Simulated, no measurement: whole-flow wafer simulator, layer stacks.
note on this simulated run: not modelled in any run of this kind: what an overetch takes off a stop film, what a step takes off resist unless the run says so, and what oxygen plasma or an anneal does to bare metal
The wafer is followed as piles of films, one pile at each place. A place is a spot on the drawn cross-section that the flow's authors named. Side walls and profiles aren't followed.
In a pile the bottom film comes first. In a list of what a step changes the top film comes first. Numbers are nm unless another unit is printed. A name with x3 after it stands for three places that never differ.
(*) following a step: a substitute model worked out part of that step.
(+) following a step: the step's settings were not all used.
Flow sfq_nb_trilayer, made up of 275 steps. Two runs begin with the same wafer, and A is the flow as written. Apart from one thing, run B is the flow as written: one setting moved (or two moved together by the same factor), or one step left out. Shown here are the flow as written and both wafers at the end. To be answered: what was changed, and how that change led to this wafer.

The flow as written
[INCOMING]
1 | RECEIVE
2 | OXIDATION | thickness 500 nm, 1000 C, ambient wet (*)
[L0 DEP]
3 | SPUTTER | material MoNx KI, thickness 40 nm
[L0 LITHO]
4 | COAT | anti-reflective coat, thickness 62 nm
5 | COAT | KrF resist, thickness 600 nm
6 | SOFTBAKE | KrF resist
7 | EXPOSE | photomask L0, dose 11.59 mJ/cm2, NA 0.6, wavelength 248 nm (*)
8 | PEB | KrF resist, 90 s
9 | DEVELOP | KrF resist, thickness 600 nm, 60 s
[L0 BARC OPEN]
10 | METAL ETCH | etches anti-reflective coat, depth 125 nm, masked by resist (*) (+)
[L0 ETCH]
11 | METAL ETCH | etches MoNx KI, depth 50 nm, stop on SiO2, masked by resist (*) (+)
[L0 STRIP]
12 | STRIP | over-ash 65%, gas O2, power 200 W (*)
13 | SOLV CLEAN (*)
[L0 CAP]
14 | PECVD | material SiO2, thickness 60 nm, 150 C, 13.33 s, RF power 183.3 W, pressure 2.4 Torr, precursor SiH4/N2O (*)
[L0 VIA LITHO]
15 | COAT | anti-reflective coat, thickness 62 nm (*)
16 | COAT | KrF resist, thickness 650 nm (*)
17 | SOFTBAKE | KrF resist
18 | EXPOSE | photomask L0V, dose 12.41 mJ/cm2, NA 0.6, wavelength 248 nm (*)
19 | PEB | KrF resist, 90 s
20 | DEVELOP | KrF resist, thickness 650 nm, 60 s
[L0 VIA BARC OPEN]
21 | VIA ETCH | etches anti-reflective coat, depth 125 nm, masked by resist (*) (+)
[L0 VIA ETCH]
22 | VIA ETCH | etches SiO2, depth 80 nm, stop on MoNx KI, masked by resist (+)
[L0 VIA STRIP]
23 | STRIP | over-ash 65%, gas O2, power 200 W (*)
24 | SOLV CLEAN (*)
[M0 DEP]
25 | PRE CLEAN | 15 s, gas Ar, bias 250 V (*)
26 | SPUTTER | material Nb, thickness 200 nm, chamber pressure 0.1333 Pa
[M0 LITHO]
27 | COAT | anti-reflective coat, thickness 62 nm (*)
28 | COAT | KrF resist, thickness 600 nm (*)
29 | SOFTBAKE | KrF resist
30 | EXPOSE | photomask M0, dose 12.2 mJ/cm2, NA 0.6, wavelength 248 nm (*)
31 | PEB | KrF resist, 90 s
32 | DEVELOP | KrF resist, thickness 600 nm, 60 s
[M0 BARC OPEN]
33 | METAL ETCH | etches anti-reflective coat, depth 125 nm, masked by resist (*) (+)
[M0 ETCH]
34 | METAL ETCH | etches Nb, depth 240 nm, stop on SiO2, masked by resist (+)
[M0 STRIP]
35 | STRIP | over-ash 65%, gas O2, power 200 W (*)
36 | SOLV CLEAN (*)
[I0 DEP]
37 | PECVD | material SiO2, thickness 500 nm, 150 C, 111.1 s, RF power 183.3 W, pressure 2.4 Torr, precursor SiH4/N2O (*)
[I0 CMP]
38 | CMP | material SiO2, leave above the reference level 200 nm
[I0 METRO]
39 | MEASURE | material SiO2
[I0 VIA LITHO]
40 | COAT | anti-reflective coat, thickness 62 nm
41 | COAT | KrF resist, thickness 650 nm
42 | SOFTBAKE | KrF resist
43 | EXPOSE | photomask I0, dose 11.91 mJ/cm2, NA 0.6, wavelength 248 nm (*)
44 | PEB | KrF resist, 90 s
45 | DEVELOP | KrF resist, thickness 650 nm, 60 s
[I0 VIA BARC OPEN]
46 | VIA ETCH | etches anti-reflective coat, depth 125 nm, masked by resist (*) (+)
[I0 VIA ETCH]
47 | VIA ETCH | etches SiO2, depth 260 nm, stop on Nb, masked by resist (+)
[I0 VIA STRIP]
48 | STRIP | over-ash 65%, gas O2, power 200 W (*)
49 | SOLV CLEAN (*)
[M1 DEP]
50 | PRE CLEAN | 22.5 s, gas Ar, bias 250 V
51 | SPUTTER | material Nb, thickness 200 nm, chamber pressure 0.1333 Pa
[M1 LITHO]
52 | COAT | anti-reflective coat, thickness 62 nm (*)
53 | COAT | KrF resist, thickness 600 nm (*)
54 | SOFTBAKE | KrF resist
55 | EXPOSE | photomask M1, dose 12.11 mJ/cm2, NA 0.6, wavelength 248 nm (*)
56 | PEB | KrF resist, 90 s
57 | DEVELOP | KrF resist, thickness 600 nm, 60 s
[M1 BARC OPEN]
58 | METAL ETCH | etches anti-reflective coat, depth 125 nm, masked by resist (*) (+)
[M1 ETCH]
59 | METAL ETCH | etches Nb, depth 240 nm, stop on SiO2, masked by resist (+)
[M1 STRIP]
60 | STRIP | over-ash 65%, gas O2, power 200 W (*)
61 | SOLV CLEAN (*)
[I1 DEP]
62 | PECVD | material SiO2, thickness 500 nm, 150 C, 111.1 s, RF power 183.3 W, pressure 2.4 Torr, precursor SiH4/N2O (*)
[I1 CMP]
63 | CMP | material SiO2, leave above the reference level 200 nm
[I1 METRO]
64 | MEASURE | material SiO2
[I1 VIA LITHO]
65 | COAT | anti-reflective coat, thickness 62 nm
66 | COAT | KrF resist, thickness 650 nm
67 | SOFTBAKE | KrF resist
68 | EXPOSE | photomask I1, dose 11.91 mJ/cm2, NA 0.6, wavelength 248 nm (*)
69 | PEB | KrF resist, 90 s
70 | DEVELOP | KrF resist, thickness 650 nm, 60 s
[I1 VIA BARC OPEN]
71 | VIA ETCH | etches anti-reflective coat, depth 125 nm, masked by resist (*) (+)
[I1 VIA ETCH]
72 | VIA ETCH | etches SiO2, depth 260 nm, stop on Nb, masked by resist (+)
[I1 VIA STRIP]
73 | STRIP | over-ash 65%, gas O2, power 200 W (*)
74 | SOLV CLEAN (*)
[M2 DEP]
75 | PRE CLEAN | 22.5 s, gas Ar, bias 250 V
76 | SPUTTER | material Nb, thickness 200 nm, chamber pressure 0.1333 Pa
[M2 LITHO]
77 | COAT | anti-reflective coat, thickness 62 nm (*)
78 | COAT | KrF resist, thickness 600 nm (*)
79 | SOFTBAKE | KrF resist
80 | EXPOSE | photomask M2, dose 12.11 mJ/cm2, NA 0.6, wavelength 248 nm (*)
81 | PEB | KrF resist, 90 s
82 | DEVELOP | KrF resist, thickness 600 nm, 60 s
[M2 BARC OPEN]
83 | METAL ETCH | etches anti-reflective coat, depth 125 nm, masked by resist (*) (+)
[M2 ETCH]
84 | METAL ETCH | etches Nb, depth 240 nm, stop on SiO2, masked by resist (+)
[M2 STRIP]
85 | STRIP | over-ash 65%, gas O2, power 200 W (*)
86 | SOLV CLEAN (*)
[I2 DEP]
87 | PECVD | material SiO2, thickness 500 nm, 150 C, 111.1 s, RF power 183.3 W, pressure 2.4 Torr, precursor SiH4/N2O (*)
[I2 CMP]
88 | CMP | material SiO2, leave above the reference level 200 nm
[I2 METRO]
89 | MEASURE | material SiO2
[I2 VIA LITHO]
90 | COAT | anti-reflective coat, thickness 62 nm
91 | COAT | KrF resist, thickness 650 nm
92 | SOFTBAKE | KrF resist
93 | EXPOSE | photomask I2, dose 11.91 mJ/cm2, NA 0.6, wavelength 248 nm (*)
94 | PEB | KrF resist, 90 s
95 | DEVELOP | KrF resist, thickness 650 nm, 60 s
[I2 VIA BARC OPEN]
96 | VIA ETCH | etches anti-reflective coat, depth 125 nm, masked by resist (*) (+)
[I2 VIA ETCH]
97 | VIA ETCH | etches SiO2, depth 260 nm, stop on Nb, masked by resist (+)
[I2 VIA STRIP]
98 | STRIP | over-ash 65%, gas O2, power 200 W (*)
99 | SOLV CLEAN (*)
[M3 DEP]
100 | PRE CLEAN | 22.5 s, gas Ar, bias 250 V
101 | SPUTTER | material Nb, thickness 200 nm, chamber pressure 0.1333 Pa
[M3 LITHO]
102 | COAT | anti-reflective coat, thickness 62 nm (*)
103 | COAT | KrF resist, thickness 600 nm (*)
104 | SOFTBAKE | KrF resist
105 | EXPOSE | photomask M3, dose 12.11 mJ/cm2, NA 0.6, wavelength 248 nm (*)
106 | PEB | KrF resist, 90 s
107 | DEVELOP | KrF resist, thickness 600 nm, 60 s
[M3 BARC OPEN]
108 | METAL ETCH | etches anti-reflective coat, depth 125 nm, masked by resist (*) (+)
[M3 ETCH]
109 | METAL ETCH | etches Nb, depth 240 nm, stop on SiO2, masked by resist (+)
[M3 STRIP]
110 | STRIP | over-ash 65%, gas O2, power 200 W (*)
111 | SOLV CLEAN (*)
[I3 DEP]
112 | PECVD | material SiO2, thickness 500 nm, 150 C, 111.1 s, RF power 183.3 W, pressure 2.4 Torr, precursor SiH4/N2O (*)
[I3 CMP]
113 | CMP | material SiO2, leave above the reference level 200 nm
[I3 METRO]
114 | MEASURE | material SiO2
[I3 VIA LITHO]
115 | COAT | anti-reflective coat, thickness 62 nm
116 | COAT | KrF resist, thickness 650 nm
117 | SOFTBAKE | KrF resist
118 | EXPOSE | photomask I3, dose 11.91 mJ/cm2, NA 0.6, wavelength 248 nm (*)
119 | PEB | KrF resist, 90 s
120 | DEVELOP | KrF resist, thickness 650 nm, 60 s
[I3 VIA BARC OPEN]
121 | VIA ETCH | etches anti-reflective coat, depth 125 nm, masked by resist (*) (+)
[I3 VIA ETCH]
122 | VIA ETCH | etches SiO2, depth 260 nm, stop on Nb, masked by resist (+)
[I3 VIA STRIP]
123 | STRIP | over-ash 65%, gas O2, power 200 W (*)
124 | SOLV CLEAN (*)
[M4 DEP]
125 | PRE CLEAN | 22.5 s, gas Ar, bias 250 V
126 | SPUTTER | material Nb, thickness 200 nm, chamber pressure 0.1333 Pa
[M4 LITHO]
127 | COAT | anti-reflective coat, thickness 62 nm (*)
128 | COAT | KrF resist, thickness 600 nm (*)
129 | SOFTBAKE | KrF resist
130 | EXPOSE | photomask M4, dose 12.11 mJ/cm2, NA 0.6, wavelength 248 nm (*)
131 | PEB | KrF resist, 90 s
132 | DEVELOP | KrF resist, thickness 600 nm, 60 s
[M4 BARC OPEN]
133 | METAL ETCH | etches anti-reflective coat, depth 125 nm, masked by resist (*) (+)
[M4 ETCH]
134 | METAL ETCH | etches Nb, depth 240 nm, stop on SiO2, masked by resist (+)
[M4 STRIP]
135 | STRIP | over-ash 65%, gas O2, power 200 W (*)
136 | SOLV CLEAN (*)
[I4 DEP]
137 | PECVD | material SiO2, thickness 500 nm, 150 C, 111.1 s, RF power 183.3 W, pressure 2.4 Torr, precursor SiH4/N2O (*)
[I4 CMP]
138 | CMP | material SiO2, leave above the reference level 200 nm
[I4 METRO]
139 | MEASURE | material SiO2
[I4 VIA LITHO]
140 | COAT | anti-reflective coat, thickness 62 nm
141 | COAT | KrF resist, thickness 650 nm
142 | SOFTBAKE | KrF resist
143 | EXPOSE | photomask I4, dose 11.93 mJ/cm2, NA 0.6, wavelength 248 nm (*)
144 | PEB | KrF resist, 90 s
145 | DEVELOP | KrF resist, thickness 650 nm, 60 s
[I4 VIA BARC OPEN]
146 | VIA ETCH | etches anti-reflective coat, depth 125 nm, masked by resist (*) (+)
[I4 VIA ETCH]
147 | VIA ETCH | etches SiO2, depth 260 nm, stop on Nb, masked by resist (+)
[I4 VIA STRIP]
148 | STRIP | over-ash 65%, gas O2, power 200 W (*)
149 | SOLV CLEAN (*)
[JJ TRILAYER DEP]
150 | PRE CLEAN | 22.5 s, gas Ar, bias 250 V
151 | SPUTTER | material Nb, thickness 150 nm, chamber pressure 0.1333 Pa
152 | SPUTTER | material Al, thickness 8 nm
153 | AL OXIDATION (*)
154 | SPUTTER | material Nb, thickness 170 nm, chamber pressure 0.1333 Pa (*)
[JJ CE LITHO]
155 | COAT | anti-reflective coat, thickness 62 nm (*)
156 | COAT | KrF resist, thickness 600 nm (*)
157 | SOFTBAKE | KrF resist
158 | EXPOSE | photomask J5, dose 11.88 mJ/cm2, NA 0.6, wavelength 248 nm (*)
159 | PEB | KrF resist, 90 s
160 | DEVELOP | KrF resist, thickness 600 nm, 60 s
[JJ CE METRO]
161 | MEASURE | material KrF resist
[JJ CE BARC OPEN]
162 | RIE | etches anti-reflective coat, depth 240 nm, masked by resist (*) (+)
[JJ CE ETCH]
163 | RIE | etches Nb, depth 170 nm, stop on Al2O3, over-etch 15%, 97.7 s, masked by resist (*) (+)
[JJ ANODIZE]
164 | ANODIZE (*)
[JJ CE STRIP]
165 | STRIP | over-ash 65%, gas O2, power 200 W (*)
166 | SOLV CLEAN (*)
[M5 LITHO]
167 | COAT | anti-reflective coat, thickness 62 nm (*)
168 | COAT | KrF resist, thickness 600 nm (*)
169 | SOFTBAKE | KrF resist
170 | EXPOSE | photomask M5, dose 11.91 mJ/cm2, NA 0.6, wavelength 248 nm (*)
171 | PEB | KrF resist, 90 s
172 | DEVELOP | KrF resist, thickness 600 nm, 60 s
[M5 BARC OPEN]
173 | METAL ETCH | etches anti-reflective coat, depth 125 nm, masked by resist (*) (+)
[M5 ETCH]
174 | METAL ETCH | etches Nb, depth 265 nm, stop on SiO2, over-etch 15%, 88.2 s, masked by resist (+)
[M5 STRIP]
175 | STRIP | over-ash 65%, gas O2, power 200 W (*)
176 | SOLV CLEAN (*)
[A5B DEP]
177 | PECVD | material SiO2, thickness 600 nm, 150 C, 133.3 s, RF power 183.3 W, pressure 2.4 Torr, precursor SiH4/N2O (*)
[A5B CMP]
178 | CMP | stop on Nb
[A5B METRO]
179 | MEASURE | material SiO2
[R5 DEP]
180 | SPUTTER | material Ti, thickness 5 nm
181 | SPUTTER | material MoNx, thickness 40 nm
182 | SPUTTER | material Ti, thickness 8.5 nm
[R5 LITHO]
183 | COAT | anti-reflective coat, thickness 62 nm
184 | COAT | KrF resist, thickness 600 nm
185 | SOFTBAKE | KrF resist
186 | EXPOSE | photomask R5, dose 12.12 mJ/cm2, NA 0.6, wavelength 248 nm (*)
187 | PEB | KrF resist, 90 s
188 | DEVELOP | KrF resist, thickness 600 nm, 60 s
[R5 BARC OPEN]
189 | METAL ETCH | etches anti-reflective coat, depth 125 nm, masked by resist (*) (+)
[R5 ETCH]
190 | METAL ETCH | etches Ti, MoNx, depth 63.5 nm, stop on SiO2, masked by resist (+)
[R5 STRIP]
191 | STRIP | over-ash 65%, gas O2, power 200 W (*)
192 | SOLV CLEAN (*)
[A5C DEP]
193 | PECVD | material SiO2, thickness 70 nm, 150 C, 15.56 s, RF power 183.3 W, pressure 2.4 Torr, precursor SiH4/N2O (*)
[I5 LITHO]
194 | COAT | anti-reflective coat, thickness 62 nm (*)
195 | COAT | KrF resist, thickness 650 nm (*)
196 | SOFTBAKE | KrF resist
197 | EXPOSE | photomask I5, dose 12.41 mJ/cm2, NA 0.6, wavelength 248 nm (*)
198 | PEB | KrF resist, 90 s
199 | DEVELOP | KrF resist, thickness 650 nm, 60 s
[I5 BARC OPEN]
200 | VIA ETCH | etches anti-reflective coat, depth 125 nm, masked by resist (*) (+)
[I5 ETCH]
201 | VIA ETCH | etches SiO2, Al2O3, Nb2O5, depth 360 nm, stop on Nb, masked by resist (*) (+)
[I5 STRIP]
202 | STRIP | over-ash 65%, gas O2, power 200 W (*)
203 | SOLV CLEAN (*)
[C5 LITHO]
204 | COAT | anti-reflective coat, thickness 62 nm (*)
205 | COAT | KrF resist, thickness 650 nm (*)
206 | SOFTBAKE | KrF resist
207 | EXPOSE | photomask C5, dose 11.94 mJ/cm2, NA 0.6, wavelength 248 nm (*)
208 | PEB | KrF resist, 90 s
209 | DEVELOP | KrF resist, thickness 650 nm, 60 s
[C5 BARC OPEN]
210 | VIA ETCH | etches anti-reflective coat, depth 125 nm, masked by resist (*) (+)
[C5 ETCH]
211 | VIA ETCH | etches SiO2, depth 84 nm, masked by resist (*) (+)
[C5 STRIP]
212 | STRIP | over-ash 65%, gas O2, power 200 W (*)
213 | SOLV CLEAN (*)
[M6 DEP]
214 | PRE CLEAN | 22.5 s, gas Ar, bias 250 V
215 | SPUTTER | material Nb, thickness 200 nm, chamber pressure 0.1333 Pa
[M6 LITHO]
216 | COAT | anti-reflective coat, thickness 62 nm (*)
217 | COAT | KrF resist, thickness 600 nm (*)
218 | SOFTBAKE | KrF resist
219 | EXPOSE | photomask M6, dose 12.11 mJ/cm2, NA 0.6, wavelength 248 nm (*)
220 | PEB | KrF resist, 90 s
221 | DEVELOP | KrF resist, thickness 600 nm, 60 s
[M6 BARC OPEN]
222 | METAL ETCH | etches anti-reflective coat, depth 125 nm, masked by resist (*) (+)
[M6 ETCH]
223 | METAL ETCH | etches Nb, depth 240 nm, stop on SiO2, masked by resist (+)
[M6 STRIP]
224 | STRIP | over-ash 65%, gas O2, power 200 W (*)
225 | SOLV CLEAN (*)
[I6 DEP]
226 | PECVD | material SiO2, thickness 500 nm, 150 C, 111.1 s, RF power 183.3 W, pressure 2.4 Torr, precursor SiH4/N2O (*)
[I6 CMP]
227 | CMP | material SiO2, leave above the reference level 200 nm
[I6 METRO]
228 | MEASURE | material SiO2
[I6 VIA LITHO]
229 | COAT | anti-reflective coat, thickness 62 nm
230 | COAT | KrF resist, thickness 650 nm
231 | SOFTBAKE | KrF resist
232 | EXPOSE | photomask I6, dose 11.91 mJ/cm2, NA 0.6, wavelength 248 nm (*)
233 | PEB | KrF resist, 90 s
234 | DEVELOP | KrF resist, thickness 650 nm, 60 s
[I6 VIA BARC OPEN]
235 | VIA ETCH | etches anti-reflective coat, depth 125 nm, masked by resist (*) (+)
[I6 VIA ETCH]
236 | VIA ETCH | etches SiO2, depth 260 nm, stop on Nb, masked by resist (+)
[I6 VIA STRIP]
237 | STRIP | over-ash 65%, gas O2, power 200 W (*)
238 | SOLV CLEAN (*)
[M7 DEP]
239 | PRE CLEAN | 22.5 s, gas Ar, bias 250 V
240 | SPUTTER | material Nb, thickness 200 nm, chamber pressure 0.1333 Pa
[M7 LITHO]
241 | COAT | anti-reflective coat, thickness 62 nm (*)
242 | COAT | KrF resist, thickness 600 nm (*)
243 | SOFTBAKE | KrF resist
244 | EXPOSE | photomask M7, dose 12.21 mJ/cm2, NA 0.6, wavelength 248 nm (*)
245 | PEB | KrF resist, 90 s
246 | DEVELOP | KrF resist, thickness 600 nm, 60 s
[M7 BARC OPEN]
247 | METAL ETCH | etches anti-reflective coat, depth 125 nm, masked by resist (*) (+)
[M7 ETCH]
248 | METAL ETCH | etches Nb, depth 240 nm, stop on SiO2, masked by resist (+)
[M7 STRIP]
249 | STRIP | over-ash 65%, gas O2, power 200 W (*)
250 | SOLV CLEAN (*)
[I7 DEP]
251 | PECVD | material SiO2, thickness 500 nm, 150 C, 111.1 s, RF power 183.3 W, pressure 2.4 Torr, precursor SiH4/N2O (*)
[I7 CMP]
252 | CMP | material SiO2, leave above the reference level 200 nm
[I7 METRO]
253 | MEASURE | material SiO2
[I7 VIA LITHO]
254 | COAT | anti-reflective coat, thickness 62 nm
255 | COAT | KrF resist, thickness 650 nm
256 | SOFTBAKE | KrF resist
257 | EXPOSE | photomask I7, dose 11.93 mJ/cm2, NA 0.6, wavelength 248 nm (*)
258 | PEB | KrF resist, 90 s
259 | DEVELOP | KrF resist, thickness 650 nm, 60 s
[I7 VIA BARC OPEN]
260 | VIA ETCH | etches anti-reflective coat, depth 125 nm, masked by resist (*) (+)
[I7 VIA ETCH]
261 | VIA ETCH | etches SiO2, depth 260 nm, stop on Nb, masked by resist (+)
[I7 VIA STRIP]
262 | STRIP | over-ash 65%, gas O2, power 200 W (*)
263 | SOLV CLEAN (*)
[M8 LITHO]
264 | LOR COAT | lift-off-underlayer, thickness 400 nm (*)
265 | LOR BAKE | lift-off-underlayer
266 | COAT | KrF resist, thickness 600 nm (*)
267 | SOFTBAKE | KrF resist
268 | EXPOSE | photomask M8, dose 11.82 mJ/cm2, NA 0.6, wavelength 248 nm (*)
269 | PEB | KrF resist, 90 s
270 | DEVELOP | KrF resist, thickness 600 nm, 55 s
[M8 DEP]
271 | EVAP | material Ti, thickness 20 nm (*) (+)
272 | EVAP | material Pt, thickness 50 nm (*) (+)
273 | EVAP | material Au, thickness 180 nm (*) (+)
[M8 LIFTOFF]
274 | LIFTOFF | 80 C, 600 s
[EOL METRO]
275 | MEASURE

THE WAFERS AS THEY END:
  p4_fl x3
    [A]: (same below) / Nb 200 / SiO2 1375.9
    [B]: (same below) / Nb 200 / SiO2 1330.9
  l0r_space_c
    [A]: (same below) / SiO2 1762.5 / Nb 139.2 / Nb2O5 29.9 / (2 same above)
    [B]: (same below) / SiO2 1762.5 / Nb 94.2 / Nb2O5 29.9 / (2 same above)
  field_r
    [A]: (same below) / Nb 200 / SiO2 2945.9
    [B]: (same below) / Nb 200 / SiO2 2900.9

What caused this: step 151, SPUTTER: thickness 105 nm was run, whereas the flow has thickness 150 nm.

Step by step, how the change led to this:
  151 | SPUTTER | material Nb, thickness 150 nm, chamber pressure 0.1333 Pa
      field_l, v_sur, via_sp and 100 more: A Nb gains 150 (new film) | B Nb gains 105 (new film)
      via_wl, via_wr: A Nb gains 130.4 | B Nb gains 75.3
      (and at 1 other place as well)
  154 | SPUTTER | material Nb, thickness 170 nm, chamber pressure 0.1333 Pa (*)
      via_w: A Nb gains 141 (new film) | B Nb gains 144.3 (new film)
  155 | COAT | anti-reflective coat, thickness 62 nm (*)
      via_wl, via_wr: A anti-reflective coat gains 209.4 (new film) | B anti-reflective coat gains 235.3 (new film)
      via_w: A anti-reflective coat gains 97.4 (new film) | B anti-reflective coat gains 100.4 (new film)
  162 | RIE | etches anti-reflective coat, depth 240 nm, masked by resist (*) (+)
      ce_l, c5j, ce_r, wl_jj: A KrF resist loses 209.4 | B KrF resist loses 235.3
      via_wl, via_wr: A anti-reflective coat loses 209.4 (all of it) | B anti-reflective coat loses 235.3 (all of it)
      (and at 1 other place as well)
  163 | RIE | etches Nb, depth 170 nm, stop on Al2O3, over-etch 15%, 97.7 s, masked by resist (*) (+)
      via_w: A Nb loses 141 (all of it), Al2O3 loses 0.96 (all of it) | B Nb loses 144.3 (all of it), Al2O3 loses 0.96 (all of it)
  165 | STRIP | over-ash 65%, gas O2, power 200 W (*)
      ce_l: A KrF resist loses 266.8 (all of it), anti-reflective coat loses 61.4 (all of it) | B KrF resist loses 240.9 (all of it), anti-reflective coat loses 61.5 (all of it)
      c5j: A KrF resist loses 266.9 (all of it), anti-reflective coat loses 61.5 (all of it) | B KrF resist loses 241 (all of it), anti-reflective coat loses 61.5 (all of it)
      (and at 2 other places as well)
  167 | COAT | anti-reflective coat, thickness 62 nm (*)
      via_wl: A anti-reflective coat gains 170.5 (new film) | B anti-reflective coat gains 179.3 (new film)
      via_w: A anti-reflective coat gains 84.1 (new film) | B anti-reflective coat gains 78.5 (new film)
      (and at 2 other places as well)
  174 | METAL ETCH | etches Nb, depth 265 nm, stop on SiO2, over-etch 15%, 88.2 s, masked by resist (+)
      field_l, r_sur, res and 50 more: A Al2O3 loses 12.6 (all of it), Nb2O5 loses 29.9 (all of it), Nb loses 139.2 (all of it), SiO2 loses 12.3 | B Al2O3 loses 12.6 (all of it), Nb2O5 loses 29.9 (all of it), Nb loses 94.2 (all of it), SiO2 loses 16.8
  175 | STRIP | over-ash 65%, gas O2, power 200 W (*)
      via_wl: A KrF resist loses 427 (all of it), anti-reflective coat loses 170.5 (all of it) | B KrF resist loses 429.8 (all of it), anti-reflective coat loses 179.3 (all of it)
      via_w: A KrF resist loses 503.5 (all of it), anti-reflective coat loses 84.1 (all of it) | B KrF resist loses 498 (all of it), anti-reflective coat loses 78.5 (all of it)
      (and at 2 other places as well)
  177 | PECVD | material SiO2, thickness 600 nm, 150 C, 133.3 s, RF power 183.3 W, pressure 2.4 Torr, precursor SiH4/N2O (*)
      via_wl, via_wr: A SiO2 gains 600 (new film) | B SiO2 gains 618 (new film)
  178 | CMP | stop on Nb
      field_l, p4_fl x3, p4_w1 x9 and 29 more: A SiO2 loses 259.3 | B SiO2 loses 299.8
      r_sur, res, r_end, moat, field_r, lsp_l: A SiO2 loses 252.3 | B SiO2 loses 299.8
      (and at 8 other places as well)
